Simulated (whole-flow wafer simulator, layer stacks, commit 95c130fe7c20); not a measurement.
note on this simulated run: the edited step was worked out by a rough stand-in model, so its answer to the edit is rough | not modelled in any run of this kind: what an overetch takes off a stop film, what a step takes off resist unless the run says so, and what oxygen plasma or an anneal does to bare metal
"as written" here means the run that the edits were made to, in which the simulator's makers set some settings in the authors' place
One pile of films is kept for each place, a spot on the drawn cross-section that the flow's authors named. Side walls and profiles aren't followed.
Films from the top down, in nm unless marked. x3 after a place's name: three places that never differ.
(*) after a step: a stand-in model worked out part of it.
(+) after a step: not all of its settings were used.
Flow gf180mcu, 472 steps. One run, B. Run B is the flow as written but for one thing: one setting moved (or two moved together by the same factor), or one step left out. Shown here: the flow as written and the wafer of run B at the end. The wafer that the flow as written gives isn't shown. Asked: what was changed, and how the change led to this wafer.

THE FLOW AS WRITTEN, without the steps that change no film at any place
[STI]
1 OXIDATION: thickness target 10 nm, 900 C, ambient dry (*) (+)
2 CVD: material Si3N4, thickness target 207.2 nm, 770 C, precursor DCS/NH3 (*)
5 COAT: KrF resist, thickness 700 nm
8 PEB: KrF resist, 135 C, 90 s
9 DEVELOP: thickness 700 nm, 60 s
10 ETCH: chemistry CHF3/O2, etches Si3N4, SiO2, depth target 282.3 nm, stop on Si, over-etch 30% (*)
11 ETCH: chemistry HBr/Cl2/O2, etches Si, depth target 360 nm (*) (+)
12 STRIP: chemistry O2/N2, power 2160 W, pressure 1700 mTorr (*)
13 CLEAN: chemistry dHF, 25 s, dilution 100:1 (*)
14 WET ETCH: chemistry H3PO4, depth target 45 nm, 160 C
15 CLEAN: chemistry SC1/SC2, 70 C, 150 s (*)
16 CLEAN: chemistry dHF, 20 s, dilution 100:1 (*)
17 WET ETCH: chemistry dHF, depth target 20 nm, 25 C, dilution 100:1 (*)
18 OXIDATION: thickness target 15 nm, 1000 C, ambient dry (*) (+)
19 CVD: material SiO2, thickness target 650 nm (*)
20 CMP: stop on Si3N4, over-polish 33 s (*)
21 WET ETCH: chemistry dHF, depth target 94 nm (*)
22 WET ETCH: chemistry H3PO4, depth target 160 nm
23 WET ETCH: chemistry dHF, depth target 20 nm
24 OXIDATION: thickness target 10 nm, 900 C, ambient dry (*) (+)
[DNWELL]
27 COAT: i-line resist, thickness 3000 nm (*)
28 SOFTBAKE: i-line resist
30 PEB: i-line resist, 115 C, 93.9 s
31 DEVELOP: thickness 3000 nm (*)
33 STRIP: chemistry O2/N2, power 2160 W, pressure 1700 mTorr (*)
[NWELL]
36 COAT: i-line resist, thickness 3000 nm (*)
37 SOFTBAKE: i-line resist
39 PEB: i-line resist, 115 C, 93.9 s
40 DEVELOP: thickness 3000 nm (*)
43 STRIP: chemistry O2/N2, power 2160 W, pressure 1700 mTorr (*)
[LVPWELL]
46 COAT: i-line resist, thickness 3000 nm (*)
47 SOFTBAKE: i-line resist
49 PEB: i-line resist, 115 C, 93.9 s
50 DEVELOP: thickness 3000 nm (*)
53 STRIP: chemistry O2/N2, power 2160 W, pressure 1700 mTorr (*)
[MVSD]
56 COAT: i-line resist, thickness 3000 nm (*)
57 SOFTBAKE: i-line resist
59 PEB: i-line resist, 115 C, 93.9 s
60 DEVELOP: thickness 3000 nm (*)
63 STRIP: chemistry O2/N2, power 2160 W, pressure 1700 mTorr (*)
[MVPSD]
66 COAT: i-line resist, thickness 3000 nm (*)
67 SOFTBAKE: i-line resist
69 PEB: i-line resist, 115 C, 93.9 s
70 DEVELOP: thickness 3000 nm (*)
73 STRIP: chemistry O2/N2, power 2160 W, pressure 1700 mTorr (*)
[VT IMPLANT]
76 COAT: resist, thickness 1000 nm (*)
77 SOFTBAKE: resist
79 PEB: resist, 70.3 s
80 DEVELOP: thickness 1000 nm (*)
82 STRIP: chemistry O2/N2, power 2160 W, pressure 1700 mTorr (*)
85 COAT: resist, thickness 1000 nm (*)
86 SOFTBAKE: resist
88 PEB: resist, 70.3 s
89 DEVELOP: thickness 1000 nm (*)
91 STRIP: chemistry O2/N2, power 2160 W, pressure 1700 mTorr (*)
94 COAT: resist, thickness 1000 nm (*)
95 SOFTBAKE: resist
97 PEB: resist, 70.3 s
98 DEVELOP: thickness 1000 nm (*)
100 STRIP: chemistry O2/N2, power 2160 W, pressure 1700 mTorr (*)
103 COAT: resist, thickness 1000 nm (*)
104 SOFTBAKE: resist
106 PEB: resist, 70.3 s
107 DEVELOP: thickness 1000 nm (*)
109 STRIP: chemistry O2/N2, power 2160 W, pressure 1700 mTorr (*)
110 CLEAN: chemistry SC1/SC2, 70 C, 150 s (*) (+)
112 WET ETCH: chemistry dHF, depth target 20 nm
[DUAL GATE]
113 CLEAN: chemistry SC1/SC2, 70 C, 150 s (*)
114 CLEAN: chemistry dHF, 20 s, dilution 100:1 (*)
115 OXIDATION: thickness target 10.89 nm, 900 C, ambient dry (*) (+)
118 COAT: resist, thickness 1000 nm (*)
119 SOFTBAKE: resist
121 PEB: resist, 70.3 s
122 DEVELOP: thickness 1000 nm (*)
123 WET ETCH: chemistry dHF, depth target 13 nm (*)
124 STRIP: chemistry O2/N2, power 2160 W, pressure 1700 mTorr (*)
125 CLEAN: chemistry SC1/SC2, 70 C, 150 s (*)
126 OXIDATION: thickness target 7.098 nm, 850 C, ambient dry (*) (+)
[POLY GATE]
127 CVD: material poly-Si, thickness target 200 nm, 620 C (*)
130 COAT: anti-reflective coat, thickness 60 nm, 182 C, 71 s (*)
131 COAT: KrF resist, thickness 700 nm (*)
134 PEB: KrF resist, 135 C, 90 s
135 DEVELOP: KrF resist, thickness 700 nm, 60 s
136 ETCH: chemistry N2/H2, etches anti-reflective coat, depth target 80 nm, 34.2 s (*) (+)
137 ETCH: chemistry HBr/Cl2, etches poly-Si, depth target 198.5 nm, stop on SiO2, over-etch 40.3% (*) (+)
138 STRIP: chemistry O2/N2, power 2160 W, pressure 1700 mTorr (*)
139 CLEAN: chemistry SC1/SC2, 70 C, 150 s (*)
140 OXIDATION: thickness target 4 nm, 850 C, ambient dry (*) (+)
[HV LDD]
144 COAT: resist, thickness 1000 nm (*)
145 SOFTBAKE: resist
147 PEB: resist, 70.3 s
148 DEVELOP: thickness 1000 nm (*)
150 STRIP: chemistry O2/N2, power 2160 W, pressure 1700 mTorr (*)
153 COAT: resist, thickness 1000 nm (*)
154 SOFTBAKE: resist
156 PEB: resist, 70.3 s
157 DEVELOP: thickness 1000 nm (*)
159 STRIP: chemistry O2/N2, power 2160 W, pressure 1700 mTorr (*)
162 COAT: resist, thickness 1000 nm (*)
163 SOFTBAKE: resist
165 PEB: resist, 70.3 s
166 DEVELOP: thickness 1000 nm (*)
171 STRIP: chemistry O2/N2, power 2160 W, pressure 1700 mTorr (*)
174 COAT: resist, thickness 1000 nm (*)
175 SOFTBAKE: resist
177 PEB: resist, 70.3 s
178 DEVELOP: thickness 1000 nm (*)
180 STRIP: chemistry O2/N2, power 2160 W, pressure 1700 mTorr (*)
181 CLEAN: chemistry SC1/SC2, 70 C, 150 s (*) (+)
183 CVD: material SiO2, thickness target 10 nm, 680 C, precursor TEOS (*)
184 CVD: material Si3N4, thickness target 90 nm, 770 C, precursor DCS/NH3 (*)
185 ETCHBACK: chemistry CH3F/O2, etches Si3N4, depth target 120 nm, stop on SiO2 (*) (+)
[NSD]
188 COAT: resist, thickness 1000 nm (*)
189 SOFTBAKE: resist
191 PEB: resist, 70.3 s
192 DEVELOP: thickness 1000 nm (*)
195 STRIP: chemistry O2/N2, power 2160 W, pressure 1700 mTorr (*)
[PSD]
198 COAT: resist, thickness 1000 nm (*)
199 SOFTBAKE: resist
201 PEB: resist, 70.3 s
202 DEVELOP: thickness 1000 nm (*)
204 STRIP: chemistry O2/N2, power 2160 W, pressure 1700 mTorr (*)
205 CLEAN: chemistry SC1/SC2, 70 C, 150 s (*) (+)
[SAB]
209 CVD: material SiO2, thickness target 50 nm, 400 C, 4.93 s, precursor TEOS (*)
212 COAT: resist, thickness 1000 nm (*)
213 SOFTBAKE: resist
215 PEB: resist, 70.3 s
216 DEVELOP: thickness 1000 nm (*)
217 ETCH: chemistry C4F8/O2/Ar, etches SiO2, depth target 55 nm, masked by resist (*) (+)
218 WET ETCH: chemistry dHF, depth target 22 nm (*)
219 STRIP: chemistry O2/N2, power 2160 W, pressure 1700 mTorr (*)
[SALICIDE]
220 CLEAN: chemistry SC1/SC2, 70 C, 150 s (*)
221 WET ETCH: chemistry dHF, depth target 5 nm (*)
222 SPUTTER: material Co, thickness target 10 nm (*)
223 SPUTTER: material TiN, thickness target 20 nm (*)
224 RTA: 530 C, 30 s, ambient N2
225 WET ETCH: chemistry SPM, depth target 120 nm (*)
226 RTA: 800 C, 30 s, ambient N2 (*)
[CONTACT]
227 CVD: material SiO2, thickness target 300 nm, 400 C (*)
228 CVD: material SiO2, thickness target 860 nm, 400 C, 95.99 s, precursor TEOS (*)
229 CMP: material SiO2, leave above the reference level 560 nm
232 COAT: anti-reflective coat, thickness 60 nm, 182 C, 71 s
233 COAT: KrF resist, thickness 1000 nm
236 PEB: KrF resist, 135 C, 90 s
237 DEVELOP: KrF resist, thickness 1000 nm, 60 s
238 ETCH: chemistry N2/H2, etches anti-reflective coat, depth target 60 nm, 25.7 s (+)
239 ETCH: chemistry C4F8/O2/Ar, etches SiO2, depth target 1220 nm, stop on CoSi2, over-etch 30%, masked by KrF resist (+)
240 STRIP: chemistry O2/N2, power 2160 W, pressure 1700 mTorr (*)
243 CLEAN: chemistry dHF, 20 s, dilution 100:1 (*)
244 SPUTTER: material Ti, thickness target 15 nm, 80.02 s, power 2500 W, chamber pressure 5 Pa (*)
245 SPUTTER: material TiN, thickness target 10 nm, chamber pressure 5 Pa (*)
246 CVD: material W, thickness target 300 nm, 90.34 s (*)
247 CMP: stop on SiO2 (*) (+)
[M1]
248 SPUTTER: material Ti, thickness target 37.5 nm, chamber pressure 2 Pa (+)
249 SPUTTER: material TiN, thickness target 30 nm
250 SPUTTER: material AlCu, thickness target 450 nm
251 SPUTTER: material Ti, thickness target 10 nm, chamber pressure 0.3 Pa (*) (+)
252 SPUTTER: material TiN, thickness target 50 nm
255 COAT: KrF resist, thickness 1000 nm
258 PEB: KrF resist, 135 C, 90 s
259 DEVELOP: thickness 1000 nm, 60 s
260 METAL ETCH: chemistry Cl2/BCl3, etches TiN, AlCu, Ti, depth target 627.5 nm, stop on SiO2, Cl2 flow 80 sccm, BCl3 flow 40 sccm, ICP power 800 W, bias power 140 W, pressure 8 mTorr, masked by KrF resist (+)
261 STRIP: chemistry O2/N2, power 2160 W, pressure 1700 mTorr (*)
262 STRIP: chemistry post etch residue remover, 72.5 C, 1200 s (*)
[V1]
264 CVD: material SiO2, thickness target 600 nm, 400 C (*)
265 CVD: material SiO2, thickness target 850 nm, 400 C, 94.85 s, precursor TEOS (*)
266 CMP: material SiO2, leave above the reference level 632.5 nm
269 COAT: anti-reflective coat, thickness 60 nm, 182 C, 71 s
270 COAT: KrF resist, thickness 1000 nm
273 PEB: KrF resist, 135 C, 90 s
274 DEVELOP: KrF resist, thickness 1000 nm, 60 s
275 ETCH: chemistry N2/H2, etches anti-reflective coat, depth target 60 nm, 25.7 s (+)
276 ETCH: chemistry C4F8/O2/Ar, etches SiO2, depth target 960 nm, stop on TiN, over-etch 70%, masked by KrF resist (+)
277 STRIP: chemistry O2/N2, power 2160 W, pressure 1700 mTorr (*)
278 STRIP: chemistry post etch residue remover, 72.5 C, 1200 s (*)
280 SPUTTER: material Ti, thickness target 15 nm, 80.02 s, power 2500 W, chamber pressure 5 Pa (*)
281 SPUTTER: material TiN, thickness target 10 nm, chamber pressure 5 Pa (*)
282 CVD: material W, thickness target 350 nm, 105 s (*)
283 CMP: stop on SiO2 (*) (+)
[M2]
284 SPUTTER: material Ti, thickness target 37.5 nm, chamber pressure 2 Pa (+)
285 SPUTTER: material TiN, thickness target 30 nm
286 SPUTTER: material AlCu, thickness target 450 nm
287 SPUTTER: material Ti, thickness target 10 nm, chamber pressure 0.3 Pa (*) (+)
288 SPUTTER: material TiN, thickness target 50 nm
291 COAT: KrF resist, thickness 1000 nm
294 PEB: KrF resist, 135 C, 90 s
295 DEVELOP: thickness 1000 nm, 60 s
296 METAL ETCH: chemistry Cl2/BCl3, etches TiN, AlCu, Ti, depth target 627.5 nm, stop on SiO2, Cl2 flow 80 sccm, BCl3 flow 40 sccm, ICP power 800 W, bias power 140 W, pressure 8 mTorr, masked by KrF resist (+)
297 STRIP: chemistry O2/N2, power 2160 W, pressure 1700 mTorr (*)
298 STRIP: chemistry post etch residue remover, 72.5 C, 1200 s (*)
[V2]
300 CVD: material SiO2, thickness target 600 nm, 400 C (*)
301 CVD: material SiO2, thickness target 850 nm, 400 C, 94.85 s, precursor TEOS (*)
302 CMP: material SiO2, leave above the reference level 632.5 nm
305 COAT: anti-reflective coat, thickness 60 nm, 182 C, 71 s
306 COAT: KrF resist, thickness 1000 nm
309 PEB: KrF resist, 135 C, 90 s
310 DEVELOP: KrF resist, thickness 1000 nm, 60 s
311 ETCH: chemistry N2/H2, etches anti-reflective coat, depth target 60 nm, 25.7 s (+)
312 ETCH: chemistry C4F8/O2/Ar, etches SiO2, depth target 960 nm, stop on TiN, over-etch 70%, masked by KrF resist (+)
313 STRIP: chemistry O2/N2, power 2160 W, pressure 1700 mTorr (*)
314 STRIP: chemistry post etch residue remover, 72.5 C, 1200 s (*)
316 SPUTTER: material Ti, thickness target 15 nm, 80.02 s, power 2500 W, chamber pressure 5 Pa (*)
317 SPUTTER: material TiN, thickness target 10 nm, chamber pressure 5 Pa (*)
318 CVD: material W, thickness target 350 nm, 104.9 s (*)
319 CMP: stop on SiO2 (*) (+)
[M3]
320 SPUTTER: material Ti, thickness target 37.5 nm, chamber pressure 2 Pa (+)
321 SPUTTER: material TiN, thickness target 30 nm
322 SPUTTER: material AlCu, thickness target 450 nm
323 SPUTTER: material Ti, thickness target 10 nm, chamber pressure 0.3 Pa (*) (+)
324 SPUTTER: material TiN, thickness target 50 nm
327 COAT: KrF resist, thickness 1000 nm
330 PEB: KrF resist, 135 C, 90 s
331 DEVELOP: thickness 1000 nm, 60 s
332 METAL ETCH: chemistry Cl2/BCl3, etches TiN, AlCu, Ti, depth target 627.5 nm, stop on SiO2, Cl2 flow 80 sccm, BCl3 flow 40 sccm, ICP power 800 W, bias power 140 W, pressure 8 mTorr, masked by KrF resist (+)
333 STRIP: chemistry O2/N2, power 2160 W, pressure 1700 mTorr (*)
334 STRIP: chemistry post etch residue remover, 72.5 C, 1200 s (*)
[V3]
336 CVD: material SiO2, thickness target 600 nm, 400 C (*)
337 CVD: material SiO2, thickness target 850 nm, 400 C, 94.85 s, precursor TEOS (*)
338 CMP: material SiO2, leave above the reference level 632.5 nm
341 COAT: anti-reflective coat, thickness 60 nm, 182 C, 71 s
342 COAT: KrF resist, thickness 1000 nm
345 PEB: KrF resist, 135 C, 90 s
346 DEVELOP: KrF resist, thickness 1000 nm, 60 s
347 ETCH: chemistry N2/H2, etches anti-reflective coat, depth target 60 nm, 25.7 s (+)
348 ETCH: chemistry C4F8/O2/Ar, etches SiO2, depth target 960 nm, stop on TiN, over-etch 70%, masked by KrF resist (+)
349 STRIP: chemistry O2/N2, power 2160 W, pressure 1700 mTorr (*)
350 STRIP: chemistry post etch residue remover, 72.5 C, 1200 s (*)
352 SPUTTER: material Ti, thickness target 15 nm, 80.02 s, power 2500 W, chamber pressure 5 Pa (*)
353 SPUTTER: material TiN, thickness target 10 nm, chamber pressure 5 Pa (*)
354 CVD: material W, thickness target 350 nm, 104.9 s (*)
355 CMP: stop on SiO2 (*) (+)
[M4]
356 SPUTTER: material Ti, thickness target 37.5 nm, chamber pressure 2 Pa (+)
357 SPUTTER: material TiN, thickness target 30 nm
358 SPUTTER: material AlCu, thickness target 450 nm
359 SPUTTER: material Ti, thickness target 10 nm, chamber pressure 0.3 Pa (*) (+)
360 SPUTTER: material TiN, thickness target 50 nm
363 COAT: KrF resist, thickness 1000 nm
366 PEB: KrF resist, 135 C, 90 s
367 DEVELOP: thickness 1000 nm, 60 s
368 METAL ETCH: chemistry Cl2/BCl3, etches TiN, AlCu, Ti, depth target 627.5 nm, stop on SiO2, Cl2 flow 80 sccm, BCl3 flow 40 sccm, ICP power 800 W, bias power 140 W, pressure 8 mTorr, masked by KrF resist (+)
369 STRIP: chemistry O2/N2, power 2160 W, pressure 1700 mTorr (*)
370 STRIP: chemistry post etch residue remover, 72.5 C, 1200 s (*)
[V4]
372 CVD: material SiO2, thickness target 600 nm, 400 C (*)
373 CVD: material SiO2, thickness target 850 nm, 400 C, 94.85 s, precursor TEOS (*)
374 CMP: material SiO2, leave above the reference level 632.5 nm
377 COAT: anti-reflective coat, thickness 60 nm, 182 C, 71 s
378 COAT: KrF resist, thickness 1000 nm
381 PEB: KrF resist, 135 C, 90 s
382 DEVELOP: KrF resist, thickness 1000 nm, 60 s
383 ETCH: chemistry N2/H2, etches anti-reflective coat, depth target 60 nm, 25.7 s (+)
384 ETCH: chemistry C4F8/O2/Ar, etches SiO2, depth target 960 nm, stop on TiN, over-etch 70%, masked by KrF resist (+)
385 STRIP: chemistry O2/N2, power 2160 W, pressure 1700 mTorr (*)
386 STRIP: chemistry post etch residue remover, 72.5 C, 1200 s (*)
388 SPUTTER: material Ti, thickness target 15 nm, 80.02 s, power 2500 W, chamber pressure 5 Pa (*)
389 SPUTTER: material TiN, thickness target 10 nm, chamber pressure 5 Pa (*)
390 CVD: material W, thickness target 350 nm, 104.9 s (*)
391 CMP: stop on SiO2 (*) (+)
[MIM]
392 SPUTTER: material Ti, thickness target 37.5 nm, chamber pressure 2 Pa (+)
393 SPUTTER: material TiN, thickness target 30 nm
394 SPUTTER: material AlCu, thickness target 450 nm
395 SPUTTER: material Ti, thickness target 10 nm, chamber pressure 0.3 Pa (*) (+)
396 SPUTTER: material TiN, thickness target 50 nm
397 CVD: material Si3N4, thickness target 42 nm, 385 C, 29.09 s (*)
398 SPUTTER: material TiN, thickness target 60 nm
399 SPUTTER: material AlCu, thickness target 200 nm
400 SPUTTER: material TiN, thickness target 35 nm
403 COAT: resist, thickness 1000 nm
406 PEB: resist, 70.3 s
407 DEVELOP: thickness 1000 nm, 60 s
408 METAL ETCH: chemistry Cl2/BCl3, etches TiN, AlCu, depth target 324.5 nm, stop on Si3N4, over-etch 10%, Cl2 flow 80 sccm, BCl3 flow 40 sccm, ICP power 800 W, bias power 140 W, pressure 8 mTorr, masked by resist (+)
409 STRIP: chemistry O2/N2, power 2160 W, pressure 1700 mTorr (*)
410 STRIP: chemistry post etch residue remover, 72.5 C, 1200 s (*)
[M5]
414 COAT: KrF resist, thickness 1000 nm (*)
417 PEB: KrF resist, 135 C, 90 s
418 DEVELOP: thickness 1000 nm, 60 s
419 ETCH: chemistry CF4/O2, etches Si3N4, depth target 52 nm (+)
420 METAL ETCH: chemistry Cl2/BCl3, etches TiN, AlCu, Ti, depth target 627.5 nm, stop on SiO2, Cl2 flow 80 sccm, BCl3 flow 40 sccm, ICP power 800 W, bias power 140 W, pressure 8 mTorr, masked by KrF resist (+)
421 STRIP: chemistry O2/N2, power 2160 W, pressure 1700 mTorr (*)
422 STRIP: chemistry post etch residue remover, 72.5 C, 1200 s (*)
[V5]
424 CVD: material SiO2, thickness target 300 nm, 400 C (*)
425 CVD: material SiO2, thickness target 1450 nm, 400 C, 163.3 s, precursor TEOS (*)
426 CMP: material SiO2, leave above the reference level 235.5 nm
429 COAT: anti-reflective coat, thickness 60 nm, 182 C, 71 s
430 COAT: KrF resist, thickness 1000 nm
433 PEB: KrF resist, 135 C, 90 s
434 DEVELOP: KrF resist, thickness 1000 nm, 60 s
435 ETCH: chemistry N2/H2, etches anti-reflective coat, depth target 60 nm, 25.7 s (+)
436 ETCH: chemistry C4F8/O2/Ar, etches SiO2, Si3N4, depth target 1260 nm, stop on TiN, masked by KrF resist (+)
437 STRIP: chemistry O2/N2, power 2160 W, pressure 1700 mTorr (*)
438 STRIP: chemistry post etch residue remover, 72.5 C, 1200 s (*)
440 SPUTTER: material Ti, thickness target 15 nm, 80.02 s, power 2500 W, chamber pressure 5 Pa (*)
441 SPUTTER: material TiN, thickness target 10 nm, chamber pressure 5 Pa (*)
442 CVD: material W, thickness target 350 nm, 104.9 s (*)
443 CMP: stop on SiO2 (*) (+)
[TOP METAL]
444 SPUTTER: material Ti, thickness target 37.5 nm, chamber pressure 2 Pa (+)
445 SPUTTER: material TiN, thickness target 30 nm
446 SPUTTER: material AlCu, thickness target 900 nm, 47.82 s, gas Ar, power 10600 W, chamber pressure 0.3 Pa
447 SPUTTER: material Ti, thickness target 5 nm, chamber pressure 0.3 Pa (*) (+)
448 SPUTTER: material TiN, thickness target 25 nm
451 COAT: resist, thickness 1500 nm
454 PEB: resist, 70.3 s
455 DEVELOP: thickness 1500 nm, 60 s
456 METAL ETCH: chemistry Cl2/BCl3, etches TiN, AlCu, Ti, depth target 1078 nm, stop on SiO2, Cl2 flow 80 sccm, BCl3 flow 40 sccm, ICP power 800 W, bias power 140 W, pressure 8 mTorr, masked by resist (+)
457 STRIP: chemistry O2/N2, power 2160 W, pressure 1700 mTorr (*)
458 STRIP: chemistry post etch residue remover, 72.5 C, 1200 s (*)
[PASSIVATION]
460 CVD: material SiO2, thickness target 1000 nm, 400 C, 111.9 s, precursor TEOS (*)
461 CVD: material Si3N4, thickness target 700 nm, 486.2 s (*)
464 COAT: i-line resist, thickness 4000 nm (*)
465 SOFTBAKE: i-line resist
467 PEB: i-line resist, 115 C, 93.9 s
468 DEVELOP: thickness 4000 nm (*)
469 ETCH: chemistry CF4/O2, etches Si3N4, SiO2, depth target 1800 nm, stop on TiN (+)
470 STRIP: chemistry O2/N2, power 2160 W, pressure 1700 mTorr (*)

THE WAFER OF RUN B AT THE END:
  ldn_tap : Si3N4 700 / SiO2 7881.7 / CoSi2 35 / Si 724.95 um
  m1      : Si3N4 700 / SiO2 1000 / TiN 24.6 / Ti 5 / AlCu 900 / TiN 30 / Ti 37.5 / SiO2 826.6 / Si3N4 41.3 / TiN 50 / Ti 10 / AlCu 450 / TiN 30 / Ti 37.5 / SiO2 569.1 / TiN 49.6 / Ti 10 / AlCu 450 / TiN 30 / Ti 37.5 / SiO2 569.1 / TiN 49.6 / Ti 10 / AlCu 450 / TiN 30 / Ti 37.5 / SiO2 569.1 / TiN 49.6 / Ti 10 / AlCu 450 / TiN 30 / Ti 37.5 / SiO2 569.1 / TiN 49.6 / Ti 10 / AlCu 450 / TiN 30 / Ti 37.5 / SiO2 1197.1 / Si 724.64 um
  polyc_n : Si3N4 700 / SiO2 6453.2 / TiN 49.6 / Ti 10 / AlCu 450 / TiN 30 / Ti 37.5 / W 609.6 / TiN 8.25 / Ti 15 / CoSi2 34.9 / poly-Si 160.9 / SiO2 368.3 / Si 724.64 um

The cause: step 245, SPUTTER: thickness target 8.25 nm was run, where the flow has thickness target 10 nm.
It can be read off the wafer: polyc_n has TiN 8.25, and step 245 as written asks for 10 nm.

How the change led to this, step by step:
  245 SPUTTER: material TiN, thickness target 10 nm, chamber pressure 5 Pa (*)
      field, field__w1, field__w2 and 107 more: TiN +8.25 (new film) (as written it would be: TiN +10 (new film))
      contact: TiN +4.52 (new film) (as written it would be: TiN +5.48 (new film))
  247 CMP: stop on SiO2 (*) (+)
      field, field__w1, field__w2 and 105 more: W -300 (all of it), TiN -8.25 (all of it), Ti -15 (all of it), SiO2 -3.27 (as written it would be: W -300 (all of it), TiN -10 (all of it), Ti -15 (all of it), SiO2 -3.29)
